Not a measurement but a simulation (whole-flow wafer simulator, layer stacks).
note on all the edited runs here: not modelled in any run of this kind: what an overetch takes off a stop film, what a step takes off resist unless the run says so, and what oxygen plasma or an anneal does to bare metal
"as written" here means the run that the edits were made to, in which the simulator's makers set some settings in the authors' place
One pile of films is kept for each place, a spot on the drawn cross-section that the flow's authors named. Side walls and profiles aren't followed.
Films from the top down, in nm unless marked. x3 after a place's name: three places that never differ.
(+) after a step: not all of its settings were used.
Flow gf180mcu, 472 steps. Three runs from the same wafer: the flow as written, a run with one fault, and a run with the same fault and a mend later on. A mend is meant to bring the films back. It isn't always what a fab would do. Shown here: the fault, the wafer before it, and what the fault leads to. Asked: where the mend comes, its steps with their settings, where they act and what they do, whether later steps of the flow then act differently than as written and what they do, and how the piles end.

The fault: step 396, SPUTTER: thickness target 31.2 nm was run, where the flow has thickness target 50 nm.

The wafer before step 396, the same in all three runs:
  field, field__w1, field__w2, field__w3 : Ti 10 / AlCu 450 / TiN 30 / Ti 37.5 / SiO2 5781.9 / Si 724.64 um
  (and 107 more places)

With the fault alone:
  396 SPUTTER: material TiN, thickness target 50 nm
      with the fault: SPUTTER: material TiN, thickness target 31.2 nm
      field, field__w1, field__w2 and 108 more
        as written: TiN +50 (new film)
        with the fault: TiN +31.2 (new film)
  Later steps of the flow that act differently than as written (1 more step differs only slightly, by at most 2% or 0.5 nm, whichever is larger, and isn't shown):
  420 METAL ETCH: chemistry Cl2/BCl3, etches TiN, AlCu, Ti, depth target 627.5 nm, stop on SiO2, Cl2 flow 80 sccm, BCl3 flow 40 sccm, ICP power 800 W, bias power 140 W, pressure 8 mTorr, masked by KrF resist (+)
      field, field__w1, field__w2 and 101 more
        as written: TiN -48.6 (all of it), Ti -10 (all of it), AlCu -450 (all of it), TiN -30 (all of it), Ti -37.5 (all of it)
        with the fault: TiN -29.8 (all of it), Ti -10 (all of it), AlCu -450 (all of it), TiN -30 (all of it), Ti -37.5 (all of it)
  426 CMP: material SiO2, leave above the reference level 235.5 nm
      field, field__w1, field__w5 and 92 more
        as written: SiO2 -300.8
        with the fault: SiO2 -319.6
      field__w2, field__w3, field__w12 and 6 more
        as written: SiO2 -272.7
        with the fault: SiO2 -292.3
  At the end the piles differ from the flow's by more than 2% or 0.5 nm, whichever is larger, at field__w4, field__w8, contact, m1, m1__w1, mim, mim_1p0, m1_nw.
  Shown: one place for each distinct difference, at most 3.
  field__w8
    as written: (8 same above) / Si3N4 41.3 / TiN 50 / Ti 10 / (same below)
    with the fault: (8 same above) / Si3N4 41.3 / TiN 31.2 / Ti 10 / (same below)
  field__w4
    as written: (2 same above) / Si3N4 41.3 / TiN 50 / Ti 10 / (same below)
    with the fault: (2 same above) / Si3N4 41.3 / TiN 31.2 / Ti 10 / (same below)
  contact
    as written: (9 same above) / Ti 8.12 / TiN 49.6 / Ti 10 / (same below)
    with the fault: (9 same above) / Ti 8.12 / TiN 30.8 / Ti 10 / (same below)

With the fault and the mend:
  The mend comes after step 396.
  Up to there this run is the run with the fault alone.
  396a SPUTTER: material TiN, thickness target 18.8 nm (the flow's step 396 once more, with other settings)
      field, field__w1, field__w2 and 108 more
        TiN +18.8
  No later step of the flow acts differently than as written at any place that is followed.
  At the end the piles are the same as the flow's at every place that both follow.
